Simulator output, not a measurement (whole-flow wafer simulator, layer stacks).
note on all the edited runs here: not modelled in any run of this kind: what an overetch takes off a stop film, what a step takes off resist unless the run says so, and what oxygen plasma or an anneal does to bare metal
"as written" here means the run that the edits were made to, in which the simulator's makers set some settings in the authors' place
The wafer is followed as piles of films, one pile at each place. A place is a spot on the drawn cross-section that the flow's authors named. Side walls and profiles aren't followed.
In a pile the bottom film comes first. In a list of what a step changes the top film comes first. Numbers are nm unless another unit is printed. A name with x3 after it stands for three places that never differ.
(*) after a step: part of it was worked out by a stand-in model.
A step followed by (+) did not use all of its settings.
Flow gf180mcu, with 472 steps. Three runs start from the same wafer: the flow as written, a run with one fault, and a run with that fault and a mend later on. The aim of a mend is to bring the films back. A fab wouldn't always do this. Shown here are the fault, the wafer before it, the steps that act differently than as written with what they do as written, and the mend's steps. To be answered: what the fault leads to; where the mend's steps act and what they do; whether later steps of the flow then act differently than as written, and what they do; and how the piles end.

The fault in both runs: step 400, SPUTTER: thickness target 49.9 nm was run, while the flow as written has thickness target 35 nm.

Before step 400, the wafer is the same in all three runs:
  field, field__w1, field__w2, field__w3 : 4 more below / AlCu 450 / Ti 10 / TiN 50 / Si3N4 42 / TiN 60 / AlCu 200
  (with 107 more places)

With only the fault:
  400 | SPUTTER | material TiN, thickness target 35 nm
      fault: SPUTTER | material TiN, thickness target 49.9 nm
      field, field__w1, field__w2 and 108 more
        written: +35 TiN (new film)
        fault: +49.9 TiN (new film)
  Steps later in the flow that act otherwise than as written (not shown: 7 more steps that differ only slightly, by at most 2% or 0.5 nm, whichever is larger):
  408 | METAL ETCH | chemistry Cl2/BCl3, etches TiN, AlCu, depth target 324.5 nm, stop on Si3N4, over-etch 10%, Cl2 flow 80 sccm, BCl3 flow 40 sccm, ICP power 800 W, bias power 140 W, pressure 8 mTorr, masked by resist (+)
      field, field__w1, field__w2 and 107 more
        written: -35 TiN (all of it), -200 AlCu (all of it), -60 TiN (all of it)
        fault: -49.9 TiN (all of it), -200 AlCu (all of it), -60 TiN (all of it)
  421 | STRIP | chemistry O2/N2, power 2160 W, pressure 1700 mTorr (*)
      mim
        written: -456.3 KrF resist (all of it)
        fault: -445.2 KrF resist (all of it)
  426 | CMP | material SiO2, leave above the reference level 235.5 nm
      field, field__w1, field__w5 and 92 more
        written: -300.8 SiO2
        fault: -285.9 SiO2
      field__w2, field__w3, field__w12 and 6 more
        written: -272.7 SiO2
        fault: -257.8 SiO2
  By the end, the piles at mim depart from the flow's by more than 2% or 0.5 nm, whichever is larger.
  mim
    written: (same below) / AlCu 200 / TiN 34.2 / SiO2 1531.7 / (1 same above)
    fault: (same below) / AlCu 200 / TiN 49.1 / SiO2 1531.7 / (1 same above)

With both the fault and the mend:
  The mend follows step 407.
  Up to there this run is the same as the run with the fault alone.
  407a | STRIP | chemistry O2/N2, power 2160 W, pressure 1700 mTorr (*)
      mim
        -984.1 resist (all of it)
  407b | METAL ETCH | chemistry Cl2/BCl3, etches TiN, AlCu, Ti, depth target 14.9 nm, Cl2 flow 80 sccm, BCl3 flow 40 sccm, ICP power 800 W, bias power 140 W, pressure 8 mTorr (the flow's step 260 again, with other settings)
      field, field__w1, field__w2 and 108 more
        -14.9 TiN
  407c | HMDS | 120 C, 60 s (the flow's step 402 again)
      leaves every film unchanged at each place that is followed
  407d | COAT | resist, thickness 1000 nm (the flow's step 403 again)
      field, field__w1, field__w2 and 108 more
        +1000 resist (new film)
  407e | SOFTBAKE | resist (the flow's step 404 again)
      leaves every film unchanged at each place that is followed
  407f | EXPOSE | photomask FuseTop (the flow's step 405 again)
      leaves every film unchanged at each place that is followed
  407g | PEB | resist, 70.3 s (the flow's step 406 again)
      field, field__w1, field__w2 and 108 more
        -15.9 resist
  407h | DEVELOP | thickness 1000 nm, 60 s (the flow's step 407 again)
      field, field__w1, field__w2 and 107 more
        -984.1 resist (all of it)
  None of the later steps of the flow acts differently than as written at any place that is followed.
  At every place that both follow, the piles at the end match the flow's.
